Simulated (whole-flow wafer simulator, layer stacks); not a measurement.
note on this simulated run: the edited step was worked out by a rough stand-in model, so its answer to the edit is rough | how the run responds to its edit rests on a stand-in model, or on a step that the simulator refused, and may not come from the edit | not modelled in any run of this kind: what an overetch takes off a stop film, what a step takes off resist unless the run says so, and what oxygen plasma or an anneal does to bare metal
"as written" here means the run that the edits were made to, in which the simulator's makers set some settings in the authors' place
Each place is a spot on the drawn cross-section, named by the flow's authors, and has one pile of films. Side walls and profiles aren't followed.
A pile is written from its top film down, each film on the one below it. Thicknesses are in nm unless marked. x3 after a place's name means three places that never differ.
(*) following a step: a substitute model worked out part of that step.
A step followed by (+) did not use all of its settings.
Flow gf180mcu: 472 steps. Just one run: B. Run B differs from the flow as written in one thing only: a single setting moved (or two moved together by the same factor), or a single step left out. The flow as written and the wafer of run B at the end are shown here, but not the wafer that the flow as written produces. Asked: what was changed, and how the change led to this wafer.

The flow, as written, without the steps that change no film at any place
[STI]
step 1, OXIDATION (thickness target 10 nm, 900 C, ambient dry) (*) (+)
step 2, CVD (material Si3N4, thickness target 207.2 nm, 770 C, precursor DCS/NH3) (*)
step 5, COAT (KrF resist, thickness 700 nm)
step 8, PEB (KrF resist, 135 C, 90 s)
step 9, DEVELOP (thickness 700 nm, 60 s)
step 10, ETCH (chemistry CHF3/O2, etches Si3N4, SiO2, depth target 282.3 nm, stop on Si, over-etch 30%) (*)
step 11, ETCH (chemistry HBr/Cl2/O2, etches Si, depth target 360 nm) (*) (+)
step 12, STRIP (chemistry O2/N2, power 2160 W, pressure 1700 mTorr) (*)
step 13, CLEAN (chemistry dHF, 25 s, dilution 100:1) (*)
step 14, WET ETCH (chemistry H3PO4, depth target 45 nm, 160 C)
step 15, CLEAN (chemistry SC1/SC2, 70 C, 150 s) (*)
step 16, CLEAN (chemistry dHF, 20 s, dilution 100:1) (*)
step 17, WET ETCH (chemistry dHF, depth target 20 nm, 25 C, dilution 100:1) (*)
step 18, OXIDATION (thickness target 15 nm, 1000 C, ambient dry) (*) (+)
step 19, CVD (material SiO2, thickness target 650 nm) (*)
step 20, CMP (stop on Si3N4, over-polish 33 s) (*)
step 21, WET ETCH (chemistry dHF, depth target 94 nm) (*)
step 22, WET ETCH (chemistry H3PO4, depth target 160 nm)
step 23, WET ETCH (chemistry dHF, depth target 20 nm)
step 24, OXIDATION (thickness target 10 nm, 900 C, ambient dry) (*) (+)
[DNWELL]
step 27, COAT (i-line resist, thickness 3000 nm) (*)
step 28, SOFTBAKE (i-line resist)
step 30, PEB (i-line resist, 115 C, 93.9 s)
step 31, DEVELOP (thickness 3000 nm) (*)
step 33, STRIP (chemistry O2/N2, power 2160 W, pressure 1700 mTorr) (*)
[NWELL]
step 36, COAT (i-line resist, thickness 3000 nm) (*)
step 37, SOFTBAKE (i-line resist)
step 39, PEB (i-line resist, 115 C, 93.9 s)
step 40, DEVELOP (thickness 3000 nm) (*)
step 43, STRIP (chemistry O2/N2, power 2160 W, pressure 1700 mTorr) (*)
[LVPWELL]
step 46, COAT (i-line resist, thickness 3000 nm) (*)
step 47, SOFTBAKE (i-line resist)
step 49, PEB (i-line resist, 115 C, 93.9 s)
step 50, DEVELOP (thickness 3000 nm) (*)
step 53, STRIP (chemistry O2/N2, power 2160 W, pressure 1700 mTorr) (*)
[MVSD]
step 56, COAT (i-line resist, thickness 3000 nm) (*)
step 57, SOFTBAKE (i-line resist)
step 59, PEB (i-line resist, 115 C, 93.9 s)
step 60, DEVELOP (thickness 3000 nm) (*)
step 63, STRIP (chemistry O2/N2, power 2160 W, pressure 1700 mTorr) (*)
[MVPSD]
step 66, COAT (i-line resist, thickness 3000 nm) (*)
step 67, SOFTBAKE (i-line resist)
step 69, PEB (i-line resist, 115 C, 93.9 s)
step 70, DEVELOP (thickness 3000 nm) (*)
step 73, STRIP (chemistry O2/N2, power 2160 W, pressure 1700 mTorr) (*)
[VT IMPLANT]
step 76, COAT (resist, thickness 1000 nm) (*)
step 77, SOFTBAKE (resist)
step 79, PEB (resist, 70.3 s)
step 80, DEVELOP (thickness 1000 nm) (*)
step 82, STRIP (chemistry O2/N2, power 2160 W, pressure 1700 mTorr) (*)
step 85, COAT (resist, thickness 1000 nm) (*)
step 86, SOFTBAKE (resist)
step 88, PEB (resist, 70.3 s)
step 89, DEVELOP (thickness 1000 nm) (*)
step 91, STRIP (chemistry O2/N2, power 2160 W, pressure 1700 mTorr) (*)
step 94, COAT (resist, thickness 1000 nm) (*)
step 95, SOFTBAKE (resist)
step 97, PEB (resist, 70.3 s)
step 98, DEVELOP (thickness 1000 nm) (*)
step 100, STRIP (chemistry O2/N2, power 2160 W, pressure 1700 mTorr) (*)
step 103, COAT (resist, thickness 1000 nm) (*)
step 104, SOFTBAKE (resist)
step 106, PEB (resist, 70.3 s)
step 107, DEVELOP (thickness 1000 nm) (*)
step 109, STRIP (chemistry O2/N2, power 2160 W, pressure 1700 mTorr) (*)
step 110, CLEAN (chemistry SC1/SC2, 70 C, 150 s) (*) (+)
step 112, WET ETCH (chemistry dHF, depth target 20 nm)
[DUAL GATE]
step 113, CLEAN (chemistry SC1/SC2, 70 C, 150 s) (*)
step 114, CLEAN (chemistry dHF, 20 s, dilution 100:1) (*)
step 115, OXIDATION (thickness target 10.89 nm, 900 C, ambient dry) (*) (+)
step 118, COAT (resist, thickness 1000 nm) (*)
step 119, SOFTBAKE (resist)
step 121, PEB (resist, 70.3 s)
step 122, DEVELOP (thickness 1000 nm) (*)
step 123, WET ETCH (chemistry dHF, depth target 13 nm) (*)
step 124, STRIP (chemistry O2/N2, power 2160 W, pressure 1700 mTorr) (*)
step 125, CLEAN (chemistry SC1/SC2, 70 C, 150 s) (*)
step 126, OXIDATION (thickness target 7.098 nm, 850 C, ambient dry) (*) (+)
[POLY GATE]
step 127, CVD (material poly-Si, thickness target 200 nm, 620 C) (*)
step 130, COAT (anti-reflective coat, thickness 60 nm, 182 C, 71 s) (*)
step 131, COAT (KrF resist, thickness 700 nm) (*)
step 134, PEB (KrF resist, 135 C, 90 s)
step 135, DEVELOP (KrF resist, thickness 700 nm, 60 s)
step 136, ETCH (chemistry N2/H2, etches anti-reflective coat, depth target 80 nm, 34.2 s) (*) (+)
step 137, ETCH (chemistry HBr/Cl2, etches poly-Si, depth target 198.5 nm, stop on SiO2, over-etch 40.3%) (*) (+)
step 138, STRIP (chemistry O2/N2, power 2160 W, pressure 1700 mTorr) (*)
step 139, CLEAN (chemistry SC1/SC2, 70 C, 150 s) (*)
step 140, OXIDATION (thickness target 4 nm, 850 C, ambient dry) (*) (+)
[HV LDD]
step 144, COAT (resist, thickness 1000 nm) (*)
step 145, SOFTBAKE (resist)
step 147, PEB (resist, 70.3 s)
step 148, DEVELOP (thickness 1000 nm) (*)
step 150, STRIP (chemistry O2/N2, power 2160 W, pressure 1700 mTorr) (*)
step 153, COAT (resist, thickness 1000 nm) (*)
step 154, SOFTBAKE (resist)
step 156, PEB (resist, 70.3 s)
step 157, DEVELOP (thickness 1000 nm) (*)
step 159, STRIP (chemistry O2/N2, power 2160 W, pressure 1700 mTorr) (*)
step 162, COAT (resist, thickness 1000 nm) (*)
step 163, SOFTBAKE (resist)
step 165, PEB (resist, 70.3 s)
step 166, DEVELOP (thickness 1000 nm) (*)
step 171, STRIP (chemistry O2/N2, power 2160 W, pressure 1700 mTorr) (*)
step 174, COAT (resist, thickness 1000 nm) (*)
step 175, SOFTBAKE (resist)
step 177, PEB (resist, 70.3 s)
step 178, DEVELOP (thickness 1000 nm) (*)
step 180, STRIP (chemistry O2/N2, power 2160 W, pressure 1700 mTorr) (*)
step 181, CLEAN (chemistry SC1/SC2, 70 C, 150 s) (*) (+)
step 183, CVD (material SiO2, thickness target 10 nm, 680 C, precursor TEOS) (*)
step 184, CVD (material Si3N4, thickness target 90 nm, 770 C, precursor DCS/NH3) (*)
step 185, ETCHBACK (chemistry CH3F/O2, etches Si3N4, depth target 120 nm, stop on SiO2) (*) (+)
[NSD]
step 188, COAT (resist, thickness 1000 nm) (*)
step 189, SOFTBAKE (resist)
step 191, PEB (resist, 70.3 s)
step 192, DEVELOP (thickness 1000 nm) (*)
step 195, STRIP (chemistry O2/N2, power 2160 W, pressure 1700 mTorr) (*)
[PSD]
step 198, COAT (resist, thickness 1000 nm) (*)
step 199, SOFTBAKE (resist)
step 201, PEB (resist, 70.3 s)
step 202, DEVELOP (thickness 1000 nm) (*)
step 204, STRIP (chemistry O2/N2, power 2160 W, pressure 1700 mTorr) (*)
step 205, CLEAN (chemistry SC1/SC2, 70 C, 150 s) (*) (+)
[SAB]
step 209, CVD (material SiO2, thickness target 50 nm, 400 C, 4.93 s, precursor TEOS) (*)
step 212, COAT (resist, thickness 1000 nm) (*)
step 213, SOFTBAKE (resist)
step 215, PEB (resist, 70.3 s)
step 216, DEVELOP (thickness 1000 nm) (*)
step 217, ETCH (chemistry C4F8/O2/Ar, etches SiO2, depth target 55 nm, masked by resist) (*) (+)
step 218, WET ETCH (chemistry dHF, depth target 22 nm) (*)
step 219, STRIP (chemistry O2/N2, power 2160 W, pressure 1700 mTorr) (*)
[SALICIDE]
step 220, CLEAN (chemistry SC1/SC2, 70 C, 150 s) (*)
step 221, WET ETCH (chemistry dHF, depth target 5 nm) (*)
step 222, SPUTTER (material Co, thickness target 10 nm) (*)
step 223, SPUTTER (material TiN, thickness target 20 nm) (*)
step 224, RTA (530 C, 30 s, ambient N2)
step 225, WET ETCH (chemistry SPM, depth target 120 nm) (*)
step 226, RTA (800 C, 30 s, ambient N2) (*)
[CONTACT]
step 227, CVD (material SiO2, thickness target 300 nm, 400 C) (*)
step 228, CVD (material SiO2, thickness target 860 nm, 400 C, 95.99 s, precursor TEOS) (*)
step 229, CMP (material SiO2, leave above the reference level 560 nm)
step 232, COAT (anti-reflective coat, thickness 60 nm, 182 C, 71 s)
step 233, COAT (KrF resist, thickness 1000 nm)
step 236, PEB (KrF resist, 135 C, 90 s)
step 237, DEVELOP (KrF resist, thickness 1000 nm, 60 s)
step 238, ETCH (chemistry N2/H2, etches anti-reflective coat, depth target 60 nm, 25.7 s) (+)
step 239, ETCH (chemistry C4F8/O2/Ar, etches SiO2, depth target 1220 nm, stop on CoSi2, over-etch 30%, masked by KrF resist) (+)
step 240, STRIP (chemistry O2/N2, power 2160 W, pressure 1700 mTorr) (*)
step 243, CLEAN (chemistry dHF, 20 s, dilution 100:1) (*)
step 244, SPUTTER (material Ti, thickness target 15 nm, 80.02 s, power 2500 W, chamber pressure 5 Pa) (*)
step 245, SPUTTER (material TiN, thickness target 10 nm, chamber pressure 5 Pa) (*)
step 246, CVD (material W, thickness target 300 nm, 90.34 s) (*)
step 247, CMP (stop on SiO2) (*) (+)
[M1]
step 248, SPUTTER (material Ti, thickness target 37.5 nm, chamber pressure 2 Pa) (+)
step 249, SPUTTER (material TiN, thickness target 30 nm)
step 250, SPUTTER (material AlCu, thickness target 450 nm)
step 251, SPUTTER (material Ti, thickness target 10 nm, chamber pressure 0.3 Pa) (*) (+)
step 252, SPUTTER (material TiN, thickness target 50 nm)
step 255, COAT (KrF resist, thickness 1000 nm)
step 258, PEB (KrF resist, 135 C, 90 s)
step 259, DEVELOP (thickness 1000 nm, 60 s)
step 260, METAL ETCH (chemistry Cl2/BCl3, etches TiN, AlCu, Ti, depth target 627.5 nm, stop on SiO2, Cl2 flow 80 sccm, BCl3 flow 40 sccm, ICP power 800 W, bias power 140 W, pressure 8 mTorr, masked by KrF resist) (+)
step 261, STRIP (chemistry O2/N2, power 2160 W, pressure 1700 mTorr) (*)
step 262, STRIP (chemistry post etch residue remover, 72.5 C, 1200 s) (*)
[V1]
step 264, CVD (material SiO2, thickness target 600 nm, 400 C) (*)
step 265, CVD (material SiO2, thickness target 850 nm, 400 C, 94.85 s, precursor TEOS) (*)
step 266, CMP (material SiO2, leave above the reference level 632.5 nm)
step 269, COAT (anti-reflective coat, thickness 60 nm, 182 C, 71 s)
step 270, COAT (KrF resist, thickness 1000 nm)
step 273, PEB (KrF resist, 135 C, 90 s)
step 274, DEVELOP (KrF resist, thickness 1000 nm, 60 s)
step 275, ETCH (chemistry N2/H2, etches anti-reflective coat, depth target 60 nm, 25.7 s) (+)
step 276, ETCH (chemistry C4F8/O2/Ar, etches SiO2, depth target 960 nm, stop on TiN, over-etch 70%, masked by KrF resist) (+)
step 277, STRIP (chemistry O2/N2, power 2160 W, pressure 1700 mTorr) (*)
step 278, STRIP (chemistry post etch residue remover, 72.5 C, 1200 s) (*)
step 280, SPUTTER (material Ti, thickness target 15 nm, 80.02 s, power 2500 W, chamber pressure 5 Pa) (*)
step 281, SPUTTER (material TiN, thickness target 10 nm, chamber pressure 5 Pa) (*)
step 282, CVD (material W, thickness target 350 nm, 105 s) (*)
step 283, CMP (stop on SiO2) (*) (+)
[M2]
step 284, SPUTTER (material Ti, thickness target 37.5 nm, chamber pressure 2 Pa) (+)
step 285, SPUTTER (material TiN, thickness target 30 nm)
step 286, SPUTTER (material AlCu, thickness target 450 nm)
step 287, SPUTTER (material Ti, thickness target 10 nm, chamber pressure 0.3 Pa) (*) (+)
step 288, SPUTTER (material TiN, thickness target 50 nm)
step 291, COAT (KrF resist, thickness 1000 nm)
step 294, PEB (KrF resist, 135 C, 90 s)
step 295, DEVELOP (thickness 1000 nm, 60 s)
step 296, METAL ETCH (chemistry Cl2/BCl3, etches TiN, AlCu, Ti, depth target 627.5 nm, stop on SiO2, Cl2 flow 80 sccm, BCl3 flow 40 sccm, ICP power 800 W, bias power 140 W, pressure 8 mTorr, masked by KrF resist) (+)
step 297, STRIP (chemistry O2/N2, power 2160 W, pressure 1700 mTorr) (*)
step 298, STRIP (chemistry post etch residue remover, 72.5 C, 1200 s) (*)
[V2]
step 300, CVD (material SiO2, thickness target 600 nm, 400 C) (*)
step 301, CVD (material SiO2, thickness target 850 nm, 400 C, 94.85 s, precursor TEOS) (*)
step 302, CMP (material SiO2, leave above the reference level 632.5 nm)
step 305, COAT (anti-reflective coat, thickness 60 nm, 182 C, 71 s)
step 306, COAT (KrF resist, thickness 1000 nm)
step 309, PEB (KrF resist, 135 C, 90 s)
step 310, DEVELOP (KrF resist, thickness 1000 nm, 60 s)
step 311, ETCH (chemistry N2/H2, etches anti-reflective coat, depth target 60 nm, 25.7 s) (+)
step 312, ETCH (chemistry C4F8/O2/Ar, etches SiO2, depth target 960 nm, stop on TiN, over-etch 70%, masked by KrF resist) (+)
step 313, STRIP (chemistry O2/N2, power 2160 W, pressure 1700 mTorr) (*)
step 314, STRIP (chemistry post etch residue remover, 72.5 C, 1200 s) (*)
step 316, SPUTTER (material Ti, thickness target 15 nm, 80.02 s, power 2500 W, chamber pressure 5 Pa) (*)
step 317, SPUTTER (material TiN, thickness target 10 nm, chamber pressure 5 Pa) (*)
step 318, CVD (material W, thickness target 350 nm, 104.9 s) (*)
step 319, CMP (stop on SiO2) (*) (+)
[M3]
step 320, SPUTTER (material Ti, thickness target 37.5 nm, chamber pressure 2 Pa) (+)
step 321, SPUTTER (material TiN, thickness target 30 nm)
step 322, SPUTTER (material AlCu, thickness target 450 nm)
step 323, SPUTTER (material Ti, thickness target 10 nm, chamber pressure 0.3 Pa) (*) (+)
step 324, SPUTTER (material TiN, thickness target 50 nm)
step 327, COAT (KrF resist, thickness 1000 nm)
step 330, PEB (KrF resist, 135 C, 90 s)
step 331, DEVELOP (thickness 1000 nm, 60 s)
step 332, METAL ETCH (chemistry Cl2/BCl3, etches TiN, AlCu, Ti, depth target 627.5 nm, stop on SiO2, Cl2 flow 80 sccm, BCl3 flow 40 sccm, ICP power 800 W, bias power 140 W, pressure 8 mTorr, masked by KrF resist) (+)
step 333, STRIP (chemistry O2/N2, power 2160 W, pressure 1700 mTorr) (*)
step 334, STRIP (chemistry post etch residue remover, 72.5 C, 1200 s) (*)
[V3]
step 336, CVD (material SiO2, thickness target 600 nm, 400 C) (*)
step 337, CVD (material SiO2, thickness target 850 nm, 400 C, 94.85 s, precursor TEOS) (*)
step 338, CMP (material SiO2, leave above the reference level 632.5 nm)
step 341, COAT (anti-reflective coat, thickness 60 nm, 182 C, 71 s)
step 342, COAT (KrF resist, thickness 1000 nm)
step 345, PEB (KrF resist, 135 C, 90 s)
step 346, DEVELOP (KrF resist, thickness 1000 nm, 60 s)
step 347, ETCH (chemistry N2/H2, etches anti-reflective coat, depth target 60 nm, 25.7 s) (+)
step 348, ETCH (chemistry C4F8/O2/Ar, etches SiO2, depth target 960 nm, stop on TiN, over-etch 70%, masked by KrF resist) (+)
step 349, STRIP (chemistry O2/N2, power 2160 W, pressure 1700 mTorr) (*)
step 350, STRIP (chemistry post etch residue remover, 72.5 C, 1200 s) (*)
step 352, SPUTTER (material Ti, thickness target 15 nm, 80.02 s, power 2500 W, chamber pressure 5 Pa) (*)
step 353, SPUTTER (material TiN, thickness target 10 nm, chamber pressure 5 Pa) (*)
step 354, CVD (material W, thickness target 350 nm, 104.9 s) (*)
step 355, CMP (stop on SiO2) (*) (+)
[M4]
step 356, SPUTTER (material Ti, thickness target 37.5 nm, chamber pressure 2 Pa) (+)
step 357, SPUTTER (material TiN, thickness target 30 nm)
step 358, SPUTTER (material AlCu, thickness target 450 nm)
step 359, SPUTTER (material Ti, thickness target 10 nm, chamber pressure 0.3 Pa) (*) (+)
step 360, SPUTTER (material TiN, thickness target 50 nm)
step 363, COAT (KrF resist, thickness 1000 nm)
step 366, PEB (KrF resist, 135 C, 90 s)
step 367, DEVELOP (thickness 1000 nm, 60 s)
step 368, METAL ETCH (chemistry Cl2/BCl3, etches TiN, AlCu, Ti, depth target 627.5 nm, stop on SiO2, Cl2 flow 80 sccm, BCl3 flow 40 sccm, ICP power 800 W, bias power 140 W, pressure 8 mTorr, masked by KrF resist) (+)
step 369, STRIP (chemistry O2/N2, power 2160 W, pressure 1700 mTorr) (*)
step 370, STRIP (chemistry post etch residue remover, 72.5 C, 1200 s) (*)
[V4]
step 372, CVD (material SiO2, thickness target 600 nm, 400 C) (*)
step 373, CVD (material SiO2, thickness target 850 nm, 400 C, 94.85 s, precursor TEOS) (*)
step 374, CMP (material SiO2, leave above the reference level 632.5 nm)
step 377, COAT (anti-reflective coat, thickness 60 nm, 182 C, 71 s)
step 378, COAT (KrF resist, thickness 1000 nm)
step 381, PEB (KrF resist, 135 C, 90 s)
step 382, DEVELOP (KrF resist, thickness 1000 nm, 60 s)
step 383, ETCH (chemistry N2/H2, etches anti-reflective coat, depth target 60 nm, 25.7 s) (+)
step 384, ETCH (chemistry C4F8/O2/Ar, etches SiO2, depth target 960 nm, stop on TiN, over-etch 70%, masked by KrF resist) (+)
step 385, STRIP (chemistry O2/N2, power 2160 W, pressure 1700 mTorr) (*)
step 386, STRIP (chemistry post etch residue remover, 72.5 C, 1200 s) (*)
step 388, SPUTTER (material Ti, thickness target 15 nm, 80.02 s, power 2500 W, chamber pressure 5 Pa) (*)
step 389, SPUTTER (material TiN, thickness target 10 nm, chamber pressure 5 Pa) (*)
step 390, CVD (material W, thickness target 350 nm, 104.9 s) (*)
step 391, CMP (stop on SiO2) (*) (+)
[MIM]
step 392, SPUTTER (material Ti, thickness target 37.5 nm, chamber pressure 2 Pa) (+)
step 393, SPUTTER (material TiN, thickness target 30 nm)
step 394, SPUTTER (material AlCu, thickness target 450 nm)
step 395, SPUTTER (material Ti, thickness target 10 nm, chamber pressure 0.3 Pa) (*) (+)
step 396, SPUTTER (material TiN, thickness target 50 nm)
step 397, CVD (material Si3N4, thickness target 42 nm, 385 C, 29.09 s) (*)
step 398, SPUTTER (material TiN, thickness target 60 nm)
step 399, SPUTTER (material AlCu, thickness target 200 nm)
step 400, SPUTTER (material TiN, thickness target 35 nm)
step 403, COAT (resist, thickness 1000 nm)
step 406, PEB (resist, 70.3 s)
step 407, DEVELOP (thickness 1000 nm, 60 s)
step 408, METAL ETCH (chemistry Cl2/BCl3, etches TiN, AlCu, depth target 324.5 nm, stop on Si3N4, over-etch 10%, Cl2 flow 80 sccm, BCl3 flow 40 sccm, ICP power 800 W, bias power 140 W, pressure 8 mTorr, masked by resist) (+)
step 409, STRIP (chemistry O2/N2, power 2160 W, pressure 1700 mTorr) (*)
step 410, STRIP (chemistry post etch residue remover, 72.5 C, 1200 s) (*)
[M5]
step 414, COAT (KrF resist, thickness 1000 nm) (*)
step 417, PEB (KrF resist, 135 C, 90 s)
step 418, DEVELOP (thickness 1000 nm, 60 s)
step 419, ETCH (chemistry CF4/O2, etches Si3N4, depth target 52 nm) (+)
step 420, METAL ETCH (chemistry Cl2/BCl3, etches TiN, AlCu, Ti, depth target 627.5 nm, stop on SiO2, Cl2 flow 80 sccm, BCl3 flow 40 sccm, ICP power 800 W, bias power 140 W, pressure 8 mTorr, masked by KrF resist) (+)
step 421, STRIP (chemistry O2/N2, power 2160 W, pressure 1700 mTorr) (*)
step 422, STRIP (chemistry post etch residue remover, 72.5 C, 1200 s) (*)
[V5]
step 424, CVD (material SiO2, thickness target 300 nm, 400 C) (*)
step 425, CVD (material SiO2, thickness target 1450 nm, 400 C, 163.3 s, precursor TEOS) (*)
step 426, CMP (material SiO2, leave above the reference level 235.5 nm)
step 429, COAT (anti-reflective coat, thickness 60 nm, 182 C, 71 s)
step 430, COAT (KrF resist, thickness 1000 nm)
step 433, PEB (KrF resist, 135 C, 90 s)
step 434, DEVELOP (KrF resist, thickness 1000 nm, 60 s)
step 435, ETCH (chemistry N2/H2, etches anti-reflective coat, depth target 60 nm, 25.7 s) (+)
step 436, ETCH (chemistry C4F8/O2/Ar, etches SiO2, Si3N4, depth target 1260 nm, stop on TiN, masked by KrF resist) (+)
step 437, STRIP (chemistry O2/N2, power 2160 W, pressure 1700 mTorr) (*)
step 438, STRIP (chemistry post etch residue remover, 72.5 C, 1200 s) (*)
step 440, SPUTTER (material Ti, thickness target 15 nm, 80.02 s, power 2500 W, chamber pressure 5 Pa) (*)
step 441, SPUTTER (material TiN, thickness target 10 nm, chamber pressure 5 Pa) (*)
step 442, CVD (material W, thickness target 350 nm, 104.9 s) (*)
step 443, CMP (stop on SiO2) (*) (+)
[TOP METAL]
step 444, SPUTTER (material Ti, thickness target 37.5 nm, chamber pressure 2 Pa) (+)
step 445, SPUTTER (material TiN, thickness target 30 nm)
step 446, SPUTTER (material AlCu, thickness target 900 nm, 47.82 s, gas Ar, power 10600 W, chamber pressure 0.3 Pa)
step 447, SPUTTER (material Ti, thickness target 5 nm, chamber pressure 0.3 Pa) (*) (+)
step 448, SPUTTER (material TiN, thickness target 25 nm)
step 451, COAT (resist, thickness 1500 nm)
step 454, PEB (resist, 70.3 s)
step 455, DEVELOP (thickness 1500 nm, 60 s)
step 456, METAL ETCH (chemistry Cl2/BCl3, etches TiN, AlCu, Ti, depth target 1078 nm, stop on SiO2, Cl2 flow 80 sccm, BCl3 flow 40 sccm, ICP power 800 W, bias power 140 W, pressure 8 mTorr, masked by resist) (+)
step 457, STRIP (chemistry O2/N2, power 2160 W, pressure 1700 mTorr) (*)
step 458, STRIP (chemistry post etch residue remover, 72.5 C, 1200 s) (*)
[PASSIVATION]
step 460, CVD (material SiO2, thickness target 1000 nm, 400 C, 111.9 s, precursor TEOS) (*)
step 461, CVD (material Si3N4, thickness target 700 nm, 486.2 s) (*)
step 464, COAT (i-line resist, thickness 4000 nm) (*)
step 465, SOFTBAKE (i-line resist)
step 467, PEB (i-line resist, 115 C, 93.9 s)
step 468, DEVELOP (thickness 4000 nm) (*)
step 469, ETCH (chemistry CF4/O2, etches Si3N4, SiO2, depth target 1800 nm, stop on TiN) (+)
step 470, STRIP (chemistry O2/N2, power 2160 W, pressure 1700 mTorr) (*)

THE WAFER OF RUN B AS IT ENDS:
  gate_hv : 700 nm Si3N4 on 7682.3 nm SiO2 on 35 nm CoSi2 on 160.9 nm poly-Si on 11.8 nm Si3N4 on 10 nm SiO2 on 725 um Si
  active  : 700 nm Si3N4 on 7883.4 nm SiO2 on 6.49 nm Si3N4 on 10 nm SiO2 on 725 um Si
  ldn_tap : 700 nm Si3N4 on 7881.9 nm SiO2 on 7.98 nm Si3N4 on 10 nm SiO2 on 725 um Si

What caused this: step 2, CVD: thickness target 233.1 nm was run, though the flow has thickness target 207.2 nm.

Step by step, how the change led to this:
  step 2, CVD (material Si3N4, thickness target 207.2 nm, 770 C, precursor DCS/NH3) (*)
      field, field_sub, active and 77 more: Si3N4 gains 233.1 (new film) (it would be, as written: Si3N4 gains 207.2 (new film))
  step 10, ETCH (chemistry CHF3/O2, etches Si3N4, SiO2, depth target 282.3 nm, stop on Si, over-etch 30%) (*)
      field, field_sub, sti and 34 more: Si3N4 loses 233.1 (all of it), SiO2 loses 10 (all of it), Si loses 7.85 (it would be, as written: Si3N4 loses 207.2 (all of it), SiO2 loses 10 (all of it), Si loses 13)
  step 19, CVD (material SiO2, thickness target 650 nm) (*)
      m1, ld_fp_n, ld_drift_n and 8 more: SiO2 gains 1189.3 (it would be, as written: SiO2 gains 1163.4)
  step 20, CMP (stop on Si3N4, over-polish 33 s) (*)
      sti, mim_1p0, pad and 11 more: SiO2 loses 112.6 (it would be, as written: SiO2 loses 138.5)
      nw_enc_fld, nw_enc_fld_lv: SiO2 loses 116.6 (it would be, as written: SiO2 loses 142.5)
      (and at 10 other places as well)
  step 22, WET ETCH (chemistry H3PO4, depth target 160 nm)
      active, n_well, p_well and 40 more: Si3N4 loses 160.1 (it would be, as written: Si3N4 loses 150.8 (all of it), SiO2 loses 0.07)
  step 23, WET ETCH (chemistry dHF, depth target 20 nm)
      active, n_well, p_well and 40 more: Si3N4 loses 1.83 (it would be, as written: SiO2 loses 9.93 (all of it))
  step 24, OXIDATION (thickness target 10 nm, 900 C, ambient dry) (*) (+)
      active, n_well, p_well and 40 more: nothing (it would be, as written: SiO2 gains 10 (new film), Si loses 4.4)
  step 28, SOFTBAKE (i-line resist)
      ldn_fp, ldn_drn: i-line resist gains 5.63 (it would be, as written: i-line resist gains 4.83)
      active_nat: i-line resist gains 3.39 (it would be, as written: i-line resist gains 2.84)
      (and at 18 other places as well)
  step 37, SOFTBAKE (i-line resist)
      ldn_fp, ldn_drn: i-line resist gains 5.63 (it would be, as written: i-line resist gains 4.83)
      active_nat: i-line resist gains 3.39 (it would be, as written: i-line resist gains 2.84)
      (and at 18 other places as well)
  step 47, SOFTBAKE (i-line resist)
      ldn_fp, ldn_drn: i-line resist gains 5.63 (it would be, as written: i-line resist gains 4.83)
      active_nat: i-line resist gains 3.39 (it would be, as written: i-line resist gains 2.84)
      (and at 18 other places as well)
  step 57, SOFTBAKE (i-line resist)
      ldn_fp, ldn_drn: i-line resist gains 5.63 (it would be, as written: i-line resist gains 4.83)
      active_nat: i-line resist gains 3.39 (it would be, as written: i-line resist gains 2.84)
      (and at 18 other places as well)
  step 67, SOFTBAKE (i-line resist)
      ldn_fp, ldn_drn: i-line resist gains 5.63 (it would be, as written: i-line resist gains 4.83)
      active_nat: i-line resist gains 3.39 (it would be, as written: i-line resist gains 2.84)
      (and at 18 other places as well)
  step 112, WET ETCH (chemistry dHF, depth target 20 nm)
      active, n_well, p_well and 40 more: Si3N4 loses 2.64 (it would be, as written: SiO2 loses 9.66 (all of it))
  step 113, CLEAN (chemistry SC1/SC2, 70 C, 150 s) (*)
      active, n_well, p_well and 40 more: Si3N4 loses 0.07 (it would be, as written: chemical SiO2 gains 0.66 (new film), Si loses 1.83)
  step 114, CLEAN (chemistry dHF, 20 s, dilution 100:1) (*)
      active, n_well, p_well and 40 more: Si3N4 loses 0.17 (it would be, as written: chemical SiO2 loses 0.66 (all of it))
  step 115, OXIDATION (thickness target 10.89 nm, 900 C, ambient dry) (*) (+)
      active, n_well, p_well and 40 more: nothing (it would be, as written: SiO2 gains 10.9 (new film), Si loses 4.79)
  ... 27 further steps ...
  step 471, ANNEAL (400 C, 1800 s, ambient N2/H2)
      contact: under 49 films: void gains 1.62 (new film), Ti loses 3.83, TiSi first gains 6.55 (new film), Si loses 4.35 (it would be, as written: nothing)
Taking metal films that touch as one body, active has 0 bodies; the flow as written gives 1 body.
Taking metal films that touch as one body, ldn_tap has 0 bodies; the flow as written gives 1 body.
